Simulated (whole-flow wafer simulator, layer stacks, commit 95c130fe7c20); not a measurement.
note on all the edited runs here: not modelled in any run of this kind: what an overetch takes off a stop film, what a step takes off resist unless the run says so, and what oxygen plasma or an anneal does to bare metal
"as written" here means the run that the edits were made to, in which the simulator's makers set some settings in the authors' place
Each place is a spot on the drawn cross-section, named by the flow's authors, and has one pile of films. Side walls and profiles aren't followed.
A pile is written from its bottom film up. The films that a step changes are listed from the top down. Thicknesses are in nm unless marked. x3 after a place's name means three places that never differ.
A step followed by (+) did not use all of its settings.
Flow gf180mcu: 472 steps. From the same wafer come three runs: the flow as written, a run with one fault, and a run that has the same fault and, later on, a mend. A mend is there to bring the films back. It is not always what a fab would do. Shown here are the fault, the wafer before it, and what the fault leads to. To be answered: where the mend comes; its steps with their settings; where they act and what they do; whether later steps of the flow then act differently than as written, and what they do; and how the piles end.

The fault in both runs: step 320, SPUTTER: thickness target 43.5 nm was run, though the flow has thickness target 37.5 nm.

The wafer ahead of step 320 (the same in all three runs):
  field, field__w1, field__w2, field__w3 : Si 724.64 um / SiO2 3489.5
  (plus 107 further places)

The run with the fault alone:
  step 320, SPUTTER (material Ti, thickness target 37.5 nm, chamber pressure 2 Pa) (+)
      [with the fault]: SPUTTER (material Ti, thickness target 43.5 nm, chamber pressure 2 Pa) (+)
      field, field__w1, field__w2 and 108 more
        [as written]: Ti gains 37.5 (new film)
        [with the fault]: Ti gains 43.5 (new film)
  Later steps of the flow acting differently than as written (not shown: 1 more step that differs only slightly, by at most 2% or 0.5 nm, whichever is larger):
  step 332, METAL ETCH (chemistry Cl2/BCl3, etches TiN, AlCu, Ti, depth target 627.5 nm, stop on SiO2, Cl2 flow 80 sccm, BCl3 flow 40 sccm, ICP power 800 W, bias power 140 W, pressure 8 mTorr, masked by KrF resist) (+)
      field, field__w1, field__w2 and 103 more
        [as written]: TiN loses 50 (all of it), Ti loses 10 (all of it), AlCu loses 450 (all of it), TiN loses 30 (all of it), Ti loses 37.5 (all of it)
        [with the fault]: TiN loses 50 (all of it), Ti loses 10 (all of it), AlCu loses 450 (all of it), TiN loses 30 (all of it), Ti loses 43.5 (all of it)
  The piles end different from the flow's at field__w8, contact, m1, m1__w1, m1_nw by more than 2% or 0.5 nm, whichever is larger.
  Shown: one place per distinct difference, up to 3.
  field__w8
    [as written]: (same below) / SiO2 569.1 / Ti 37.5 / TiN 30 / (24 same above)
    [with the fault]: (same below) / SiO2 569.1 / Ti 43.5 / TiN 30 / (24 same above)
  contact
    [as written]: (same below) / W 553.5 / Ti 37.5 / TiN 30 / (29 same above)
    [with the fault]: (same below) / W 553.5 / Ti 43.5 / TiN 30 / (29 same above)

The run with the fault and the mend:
  The mend stands after step 320.
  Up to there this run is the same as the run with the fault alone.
  step 320a, METAL ETCH (chemistry Cl2/BCl3, etches TiN, AlCu, Ti, depth target 6 nm, Cl2 flow 80 sccm, BCl3 flow 40 sccm, ICP power 800 W, bias power 140 W, pressure 8 mTorr) (the flow's step 260 again, with other settings)
      field, field__w1, field__w2 and 108 more
        Ti loses 6
  Later steps of the flow that are run all act as written at every place that is followed.
  The piles end the same as the flow's at every place that both follow.
